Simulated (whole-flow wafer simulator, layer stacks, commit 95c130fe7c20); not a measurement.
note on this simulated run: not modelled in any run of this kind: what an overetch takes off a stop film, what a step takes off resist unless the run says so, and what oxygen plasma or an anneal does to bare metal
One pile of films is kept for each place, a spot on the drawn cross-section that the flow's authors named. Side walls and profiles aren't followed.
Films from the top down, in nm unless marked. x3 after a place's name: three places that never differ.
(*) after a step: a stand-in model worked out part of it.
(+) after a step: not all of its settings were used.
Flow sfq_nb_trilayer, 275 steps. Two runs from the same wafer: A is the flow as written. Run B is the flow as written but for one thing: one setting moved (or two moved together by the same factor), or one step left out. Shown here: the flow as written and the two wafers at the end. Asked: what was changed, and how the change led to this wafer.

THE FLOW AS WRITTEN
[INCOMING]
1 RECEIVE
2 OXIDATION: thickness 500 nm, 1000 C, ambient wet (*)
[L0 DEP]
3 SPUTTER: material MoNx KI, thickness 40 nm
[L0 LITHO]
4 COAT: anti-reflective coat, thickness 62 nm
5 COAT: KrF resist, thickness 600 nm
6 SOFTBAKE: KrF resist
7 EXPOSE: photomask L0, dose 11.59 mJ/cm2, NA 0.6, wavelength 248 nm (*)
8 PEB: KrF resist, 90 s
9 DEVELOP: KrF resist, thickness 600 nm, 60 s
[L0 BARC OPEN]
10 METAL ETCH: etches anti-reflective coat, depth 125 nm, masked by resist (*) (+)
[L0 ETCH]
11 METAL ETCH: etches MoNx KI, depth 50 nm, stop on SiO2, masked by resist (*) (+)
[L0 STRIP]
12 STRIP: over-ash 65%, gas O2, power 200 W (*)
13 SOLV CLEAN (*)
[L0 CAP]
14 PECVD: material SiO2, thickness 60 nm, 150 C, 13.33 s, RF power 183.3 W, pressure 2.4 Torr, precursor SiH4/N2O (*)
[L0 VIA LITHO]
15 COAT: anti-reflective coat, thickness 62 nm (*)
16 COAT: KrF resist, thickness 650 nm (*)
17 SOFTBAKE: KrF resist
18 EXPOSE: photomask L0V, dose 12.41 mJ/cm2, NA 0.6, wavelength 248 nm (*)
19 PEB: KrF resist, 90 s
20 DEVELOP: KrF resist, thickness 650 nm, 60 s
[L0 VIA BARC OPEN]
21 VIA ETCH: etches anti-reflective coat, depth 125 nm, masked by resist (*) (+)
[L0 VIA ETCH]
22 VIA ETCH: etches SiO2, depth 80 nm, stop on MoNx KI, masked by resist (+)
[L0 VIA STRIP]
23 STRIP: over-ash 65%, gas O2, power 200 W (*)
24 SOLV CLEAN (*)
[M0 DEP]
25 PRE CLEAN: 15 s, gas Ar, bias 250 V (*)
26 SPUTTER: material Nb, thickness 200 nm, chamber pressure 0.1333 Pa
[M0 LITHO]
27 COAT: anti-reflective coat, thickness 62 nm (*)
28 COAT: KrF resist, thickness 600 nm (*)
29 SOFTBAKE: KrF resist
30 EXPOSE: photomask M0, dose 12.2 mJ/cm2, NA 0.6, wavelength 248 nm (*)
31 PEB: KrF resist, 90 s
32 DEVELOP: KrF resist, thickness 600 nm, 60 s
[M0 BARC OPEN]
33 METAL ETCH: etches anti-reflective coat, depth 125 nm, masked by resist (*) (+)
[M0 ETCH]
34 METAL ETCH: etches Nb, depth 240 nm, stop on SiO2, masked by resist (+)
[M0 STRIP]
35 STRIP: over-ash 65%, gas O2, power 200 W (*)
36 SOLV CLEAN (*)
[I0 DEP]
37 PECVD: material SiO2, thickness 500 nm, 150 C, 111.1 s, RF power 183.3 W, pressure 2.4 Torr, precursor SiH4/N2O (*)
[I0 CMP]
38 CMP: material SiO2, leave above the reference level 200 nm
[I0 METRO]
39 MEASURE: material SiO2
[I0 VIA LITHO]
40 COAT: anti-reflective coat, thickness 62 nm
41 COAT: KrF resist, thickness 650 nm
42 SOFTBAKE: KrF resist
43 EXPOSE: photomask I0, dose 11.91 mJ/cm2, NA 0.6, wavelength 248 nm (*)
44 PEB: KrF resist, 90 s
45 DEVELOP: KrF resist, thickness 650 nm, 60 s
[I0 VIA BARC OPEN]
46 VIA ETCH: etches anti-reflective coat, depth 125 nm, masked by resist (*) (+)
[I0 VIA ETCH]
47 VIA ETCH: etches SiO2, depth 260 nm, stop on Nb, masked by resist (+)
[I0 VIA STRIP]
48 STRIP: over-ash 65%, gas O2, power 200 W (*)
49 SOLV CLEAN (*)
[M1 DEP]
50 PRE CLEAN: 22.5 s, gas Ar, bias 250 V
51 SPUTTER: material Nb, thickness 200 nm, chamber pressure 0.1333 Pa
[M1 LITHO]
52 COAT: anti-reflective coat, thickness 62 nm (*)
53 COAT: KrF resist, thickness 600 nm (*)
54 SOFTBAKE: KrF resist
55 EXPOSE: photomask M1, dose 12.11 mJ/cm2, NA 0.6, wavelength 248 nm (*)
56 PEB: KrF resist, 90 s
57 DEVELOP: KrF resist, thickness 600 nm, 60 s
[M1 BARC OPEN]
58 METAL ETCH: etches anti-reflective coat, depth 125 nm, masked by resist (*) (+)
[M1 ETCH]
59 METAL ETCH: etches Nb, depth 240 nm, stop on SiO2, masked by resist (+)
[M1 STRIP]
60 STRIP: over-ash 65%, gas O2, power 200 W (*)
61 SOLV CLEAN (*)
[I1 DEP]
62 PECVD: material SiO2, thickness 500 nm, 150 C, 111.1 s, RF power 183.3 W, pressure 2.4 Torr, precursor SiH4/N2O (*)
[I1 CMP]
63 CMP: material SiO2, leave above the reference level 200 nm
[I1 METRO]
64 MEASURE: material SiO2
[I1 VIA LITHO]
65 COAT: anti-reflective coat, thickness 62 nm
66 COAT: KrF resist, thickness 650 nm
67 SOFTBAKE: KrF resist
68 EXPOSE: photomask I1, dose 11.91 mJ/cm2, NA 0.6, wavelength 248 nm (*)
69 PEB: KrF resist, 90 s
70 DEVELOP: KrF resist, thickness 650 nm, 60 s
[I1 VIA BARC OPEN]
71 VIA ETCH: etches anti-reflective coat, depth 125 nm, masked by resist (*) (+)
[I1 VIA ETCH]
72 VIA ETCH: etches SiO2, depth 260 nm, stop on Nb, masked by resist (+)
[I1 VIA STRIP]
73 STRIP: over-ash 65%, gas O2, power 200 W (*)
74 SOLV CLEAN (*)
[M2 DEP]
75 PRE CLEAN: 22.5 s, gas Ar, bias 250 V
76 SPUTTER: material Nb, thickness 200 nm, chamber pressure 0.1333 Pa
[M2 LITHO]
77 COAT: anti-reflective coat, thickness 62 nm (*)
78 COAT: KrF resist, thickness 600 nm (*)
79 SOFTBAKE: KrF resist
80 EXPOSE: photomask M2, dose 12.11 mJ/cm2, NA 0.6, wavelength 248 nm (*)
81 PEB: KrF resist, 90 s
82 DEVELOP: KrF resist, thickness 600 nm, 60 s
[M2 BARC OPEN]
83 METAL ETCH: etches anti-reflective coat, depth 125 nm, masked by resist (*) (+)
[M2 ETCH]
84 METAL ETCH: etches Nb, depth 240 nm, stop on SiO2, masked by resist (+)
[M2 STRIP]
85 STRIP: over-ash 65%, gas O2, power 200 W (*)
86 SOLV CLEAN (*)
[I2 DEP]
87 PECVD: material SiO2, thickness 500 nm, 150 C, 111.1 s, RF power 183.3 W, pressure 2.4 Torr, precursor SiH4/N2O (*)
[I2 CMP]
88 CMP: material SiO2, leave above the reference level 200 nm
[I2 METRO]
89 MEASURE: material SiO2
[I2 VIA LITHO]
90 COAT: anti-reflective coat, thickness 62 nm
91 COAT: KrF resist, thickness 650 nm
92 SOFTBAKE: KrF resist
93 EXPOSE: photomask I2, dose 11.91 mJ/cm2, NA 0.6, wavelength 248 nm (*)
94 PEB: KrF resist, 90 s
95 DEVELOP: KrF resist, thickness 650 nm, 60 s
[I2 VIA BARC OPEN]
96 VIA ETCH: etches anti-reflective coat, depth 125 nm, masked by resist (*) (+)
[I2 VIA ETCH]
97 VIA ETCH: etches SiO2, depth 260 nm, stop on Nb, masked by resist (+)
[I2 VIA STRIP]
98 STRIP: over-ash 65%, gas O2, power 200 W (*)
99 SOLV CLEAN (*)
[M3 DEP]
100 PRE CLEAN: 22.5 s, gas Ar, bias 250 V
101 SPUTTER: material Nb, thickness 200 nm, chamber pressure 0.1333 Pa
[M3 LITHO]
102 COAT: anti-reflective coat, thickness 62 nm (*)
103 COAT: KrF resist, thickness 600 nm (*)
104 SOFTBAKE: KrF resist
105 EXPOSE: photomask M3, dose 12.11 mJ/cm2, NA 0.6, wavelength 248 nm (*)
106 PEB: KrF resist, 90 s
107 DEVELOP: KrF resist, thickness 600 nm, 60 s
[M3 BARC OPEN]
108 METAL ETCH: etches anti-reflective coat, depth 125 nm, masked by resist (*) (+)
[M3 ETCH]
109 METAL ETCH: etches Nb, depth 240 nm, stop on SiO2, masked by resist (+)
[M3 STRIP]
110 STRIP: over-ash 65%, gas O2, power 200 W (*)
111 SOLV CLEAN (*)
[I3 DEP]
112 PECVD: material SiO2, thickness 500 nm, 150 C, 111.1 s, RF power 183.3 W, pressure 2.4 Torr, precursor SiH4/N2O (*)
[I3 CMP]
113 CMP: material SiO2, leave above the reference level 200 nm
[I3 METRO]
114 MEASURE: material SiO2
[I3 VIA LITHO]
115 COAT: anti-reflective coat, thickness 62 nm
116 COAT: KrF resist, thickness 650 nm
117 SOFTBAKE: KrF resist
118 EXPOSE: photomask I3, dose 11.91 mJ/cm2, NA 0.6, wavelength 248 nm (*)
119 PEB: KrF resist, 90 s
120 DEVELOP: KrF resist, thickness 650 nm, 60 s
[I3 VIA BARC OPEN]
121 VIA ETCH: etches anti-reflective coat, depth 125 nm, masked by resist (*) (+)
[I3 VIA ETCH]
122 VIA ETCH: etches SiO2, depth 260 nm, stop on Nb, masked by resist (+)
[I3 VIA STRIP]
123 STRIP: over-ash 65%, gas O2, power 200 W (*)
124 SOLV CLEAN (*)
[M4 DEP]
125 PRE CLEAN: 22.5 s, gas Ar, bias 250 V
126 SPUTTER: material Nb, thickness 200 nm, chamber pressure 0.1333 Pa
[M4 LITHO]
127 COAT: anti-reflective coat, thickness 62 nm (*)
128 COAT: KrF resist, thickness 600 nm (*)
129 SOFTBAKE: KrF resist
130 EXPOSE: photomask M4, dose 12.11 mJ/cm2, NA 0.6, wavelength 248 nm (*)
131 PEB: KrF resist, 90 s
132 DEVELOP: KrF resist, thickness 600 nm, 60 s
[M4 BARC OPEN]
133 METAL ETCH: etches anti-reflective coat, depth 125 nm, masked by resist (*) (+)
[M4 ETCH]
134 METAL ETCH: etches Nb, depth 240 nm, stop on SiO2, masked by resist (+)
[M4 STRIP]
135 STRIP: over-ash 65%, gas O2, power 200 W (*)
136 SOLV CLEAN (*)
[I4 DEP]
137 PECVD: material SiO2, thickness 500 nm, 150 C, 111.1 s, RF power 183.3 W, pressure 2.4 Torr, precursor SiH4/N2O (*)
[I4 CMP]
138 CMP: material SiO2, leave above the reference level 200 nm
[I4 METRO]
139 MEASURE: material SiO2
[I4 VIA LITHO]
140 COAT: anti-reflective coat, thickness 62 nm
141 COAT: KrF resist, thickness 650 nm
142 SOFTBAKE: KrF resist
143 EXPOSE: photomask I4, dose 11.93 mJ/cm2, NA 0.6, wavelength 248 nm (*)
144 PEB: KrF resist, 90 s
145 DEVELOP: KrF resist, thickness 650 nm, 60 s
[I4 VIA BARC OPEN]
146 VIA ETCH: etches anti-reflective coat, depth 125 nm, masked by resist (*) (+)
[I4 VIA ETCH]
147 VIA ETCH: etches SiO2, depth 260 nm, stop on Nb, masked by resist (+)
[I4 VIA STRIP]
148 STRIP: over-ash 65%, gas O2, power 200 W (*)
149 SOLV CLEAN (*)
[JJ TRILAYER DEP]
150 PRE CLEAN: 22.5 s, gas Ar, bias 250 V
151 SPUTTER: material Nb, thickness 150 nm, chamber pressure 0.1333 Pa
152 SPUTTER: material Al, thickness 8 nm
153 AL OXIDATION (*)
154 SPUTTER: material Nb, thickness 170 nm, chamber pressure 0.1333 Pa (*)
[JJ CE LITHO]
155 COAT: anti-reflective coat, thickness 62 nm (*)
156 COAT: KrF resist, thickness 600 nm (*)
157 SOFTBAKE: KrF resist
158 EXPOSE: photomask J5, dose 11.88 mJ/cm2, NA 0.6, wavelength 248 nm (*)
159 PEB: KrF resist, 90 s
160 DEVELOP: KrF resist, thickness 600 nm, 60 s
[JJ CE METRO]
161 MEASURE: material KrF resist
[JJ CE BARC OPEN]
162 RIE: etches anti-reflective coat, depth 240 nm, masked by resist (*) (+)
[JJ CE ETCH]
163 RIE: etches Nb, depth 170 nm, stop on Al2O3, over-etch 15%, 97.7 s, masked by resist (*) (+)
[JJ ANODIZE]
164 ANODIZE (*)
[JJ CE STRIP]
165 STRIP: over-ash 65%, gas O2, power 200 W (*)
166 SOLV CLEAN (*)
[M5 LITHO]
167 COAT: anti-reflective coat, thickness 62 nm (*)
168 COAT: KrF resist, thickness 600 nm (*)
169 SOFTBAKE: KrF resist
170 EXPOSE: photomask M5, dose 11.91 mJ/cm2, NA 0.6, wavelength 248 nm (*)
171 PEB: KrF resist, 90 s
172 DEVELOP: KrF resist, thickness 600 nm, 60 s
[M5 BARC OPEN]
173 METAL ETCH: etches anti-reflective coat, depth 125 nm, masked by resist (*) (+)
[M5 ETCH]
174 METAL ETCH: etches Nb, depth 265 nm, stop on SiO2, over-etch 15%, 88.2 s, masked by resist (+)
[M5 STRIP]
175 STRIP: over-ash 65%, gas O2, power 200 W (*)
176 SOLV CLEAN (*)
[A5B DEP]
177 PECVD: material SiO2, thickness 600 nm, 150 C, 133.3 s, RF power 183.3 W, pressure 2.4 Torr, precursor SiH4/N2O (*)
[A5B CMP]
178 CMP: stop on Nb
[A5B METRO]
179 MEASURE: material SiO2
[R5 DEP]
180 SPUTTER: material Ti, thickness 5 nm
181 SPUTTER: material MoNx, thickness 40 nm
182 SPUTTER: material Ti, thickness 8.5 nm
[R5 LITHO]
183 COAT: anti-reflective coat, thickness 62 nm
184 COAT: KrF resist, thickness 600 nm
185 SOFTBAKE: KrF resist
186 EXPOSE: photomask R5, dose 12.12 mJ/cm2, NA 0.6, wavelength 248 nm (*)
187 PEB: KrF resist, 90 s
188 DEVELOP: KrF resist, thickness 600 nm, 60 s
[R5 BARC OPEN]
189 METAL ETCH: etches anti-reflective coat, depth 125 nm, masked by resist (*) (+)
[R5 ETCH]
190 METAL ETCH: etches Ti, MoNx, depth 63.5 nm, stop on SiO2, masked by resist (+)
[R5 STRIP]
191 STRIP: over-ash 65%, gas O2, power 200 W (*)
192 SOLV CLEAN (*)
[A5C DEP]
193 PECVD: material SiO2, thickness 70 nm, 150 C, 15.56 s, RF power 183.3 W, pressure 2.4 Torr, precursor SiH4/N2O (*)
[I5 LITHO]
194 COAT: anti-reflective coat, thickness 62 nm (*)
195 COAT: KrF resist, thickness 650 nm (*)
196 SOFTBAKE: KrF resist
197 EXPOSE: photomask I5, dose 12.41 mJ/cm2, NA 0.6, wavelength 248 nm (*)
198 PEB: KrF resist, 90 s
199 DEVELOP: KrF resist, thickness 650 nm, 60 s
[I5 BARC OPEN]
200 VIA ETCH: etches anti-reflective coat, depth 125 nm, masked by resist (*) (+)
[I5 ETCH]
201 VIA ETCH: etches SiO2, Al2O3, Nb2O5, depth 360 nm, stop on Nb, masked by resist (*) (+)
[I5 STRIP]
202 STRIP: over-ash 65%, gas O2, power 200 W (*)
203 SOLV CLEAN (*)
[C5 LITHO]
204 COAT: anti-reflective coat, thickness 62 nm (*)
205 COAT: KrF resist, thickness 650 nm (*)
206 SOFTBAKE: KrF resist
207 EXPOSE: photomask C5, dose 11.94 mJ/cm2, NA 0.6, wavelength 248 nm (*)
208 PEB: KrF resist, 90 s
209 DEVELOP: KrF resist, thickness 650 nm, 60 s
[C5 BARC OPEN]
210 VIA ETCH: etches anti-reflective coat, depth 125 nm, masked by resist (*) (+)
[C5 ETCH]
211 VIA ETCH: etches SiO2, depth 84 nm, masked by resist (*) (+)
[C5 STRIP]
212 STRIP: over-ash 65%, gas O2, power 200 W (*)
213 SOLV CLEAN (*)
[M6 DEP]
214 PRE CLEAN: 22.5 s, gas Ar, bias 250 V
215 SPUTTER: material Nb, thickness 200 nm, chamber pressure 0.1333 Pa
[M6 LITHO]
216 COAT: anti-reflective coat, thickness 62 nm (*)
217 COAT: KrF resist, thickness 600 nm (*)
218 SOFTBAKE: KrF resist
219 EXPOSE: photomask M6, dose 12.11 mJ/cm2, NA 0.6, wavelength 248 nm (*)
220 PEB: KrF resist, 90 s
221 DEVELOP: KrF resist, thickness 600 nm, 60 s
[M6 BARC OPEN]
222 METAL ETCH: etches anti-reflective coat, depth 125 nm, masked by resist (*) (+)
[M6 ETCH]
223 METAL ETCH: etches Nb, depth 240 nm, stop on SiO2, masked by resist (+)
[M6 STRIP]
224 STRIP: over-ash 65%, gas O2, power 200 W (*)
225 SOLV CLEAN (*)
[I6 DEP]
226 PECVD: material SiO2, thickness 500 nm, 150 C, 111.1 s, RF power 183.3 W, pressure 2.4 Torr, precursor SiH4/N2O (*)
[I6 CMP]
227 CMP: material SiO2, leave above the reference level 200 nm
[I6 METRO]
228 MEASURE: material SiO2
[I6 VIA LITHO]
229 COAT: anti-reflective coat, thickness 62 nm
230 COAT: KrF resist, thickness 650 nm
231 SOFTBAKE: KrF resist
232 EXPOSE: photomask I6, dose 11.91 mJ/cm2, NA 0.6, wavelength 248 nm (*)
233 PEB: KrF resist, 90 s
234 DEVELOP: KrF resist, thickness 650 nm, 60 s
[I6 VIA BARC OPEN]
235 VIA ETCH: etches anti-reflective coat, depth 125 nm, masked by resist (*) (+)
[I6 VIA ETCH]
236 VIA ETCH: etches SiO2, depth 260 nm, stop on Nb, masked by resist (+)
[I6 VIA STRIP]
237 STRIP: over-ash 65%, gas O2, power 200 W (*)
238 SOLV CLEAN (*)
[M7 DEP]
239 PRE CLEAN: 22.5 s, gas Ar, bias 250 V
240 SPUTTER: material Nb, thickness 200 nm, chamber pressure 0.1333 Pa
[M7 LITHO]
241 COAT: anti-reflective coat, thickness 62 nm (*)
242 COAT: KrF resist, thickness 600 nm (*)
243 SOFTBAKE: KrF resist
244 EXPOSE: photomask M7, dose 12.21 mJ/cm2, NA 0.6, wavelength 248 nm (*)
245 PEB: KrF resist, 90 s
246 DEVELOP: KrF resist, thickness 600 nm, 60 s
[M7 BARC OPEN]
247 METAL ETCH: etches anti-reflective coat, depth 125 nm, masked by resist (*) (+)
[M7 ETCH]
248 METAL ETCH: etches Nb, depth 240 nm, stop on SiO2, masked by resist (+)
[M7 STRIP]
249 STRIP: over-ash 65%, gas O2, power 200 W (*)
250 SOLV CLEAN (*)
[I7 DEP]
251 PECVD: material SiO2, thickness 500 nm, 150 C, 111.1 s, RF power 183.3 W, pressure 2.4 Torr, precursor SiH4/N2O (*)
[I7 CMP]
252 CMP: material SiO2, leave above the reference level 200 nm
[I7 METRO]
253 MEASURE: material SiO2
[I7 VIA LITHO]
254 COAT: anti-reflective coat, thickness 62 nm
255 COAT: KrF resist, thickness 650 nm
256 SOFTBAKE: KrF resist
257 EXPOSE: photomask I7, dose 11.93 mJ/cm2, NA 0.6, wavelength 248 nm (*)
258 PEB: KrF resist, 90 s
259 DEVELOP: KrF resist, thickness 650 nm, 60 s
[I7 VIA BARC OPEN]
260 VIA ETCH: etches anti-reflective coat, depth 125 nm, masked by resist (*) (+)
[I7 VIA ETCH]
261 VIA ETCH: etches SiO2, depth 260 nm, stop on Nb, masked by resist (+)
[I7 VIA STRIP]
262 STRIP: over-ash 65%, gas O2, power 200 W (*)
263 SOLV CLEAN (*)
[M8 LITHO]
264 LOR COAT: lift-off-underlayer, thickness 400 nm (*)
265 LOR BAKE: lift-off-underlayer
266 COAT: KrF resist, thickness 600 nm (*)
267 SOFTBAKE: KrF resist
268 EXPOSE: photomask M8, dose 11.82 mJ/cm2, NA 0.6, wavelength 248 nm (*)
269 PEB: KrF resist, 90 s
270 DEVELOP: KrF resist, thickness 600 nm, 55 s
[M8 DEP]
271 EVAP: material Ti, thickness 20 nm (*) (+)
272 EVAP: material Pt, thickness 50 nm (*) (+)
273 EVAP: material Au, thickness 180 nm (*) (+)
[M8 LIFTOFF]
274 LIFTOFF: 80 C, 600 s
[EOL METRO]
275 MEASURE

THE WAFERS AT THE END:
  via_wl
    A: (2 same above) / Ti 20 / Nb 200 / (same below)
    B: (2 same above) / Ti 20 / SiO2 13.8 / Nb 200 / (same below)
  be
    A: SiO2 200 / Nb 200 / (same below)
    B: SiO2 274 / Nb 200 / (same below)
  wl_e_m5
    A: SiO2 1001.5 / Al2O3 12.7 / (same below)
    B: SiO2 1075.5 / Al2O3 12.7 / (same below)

The cause: step 252, CMP: leave above the reference level 274 nm was run, where the flow has leave above the reference level 200 nm.
It can be read off the wafer: be has SiO2 274, and step 252 as written asks for 200 nm.

How the change led to this, step by step:
  252 CMP: material SiO2, leave above the reference level 200 nm
      field_l, p4_fl, p4_fm and 56 more: A SiO2 -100 | B SiO2 -26
      v_sur, via_wl, via_w and 37 more: A SiO2 -300 | B SiO2 -226
      (and at 7 more places)
  261 VIA ETCH: etches SiO2, depth 260 nm, stop on Nb, masked by resist (+)
      via_wl, via_w, via_wr: A SiO2 -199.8 (all of it) | B SiO2 -260
  264 LOR COAT: lift-off-underlayer, thickness 400 nm (*)
      via_wl, via_wr: A lift-off-underlayer +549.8 (new film) | B lift-off-underlayer +594.8 (new film)
      v_sur: A lift-off-underlayer +369.4 (new film) | B lift-off-underlayer +360.2 (new film)
      (and at 1 more place)
  270 DEVELOP: KrF resist, thickness 600 nm, 55 s
      v_sur: A KrF resist -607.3 (all of it), lift-off-underlayer -369.4 (all of it) | B KrF resist -609.9 (all of it), lift-off-underlayer -360.2 (all of it)
      via_wl: A KrF resist -623.9 (all of it), lift-off-underlayer -549.8 (all of it) | B KrF resist -631.4 (all of it), lift-off-underlayer -594.8 (all of it)
      (and at 2 more places)
Counting metal films that touch as one body, via_wl has 8 bodies (between them, from the top down: SiO2 13.8; SiO2 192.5; SiO2 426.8 / Al2O3 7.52 / Nb2O5 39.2; SiO2 192.5; SiO2 192.5; SiO2 192.5; SiO2 192.5); the flow as written gives 7 bodies (between them, from the top down: SiO2 192.5; SiO2 426.8 / Al2O3 7.52 / Nb2O5 39.2; SiO2 192.5; SiO2 192.5; SiO2 192.5; SiO2 192.5).
